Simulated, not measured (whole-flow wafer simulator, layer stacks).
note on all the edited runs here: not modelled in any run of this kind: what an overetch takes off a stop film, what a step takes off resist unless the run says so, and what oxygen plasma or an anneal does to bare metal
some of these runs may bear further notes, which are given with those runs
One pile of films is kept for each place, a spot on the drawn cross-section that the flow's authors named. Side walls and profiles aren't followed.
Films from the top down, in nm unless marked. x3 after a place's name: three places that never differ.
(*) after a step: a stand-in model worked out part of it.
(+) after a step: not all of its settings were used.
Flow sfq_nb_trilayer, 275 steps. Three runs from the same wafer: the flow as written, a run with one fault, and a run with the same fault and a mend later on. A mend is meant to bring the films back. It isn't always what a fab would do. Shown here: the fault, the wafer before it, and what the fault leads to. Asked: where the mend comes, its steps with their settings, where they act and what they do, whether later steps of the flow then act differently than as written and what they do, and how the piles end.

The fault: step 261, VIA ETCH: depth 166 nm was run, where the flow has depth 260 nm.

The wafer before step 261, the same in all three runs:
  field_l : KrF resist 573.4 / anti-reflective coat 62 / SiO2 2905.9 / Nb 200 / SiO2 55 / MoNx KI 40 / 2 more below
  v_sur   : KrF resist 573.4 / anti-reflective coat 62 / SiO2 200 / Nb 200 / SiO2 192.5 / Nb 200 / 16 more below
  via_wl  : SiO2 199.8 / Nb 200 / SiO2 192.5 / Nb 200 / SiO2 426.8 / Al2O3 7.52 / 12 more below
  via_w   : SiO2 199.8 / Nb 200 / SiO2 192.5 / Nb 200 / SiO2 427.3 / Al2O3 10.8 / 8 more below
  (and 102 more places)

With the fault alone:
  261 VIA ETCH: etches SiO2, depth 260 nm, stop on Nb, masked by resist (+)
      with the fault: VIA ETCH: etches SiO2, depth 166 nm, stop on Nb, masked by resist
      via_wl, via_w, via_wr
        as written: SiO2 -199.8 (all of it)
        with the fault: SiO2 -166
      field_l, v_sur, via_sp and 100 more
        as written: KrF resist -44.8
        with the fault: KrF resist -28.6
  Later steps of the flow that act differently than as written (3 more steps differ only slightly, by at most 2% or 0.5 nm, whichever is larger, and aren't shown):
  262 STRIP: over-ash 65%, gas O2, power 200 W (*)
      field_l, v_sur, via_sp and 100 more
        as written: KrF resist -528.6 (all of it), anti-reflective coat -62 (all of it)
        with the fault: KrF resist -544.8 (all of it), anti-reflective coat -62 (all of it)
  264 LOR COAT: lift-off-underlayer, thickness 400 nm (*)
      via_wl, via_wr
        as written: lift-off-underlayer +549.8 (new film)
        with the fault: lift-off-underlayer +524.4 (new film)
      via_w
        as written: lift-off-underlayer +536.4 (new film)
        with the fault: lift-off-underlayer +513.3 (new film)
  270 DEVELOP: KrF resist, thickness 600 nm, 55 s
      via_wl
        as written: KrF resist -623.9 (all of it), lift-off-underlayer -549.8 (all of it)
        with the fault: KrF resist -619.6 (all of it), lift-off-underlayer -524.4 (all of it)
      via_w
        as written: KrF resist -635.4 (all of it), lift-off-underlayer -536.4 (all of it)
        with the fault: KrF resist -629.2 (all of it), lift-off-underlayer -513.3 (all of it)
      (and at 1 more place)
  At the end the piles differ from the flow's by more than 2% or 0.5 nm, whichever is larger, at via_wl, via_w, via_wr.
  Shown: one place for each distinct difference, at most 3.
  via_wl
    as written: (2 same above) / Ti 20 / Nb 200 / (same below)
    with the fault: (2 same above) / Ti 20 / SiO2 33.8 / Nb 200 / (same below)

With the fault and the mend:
  The mend comes after step 261.
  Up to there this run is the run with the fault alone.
  261a VIA ETCH: etches SiO2, depth 94 nm, stop on Nb, masked by resist (+) (the flow's step 261 once more, with other settings)
      field_l, v_sur, via_sp and 100 more
        KrF resist -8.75
      via_wl, via_w, via_wr
        SiO2 -33.8 (all of it)
  No later step of the flow acts differently than as written, at any place that is followed, by more than 2% or 0.5 nm, whichever is larger.
  At the end the piles are the same as the flow's at every place that both follow.
